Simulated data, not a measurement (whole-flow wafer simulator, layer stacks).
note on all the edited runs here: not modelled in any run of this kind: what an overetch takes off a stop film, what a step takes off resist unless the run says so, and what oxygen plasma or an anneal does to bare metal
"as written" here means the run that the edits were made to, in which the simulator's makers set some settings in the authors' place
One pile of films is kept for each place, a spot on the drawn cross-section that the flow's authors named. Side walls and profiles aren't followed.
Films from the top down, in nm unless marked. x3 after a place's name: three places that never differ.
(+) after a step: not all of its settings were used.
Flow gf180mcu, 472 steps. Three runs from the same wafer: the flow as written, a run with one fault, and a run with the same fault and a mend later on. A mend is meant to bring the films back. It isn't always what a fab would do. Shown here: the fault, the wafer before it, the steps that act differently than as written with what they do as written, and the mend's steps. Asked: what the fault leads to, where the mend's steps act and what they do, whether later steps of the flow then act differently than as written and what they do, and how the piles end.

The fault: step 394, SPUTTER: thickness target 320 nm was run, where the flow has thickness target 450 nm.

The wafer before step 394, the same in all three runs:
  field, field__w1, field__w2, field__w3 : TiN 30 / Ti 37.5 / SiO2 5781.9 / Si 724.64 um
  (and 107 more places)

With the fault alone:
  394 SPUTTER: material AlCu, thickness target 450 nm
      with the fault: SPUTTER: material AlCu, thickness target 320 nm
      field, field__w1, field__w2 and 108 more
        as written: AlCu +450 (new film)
        with the fault: AlCu +320 (new film)
  Later steps of the flow that act differently than as written (1 more step differs only slightly, by at most 2% or 0.5 nm, whichever is larger, and isn't shown):
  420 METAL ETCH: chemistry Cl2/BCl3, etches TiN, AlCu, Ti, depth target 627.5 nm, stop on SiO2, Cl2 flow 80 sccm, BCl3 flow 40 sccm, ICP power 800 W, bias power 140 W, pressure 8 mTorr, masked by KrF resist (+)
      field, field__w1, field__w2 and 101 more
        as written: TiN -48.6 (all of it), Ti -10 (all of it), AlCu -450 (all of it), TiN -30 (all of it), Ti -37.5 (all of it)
        with the fault: TiN -48.6 (all of it), Ti -10 (all of it), AlCu -320 (all of it), TiN -30 (all of it), Ti -37.5 (all of it)
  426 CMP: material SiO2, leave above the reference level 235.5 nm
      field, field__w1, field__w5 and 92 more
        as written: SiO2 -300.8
        with the fault: SiO2 -430.8
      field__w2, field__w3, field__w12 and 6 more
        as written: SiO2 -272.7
        with the fault: SiO2 -408.6
  At the end the piles differ from the flow's by more than 2% or 0.5 nm, whichever is larger, at field__w4, field__w8, contact and 9 more.
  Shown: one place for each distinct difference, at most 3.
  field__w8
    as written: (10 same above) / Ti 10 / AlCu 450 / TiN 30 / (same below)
    with the fault: (10 same above) / Ti 10 / AlCu 320 / TiN 30 / (same below)
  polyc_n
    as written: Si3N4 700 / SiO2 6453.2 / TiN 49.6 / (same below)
    with the fault: Si3N4 700 / SiO2 6323.2 / TiN 49.6 / (same below)
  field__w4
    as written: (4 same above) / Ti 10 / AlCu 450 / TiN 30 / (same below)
    with the fault: (4 same above) / Ti 10 / AlCu 320 / TiN 30 / (same below)

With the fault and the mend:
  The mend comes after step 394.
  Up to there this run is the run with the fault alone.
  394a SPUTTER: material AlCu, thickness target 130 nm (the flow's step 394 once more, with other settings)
      field, field__w1, field__w2 and 108 more
        AlCu +130
  No later step of the flow acts differently than as written at any place that is followed.
  At the end the piles are the same as the flow's at every place that both follow.
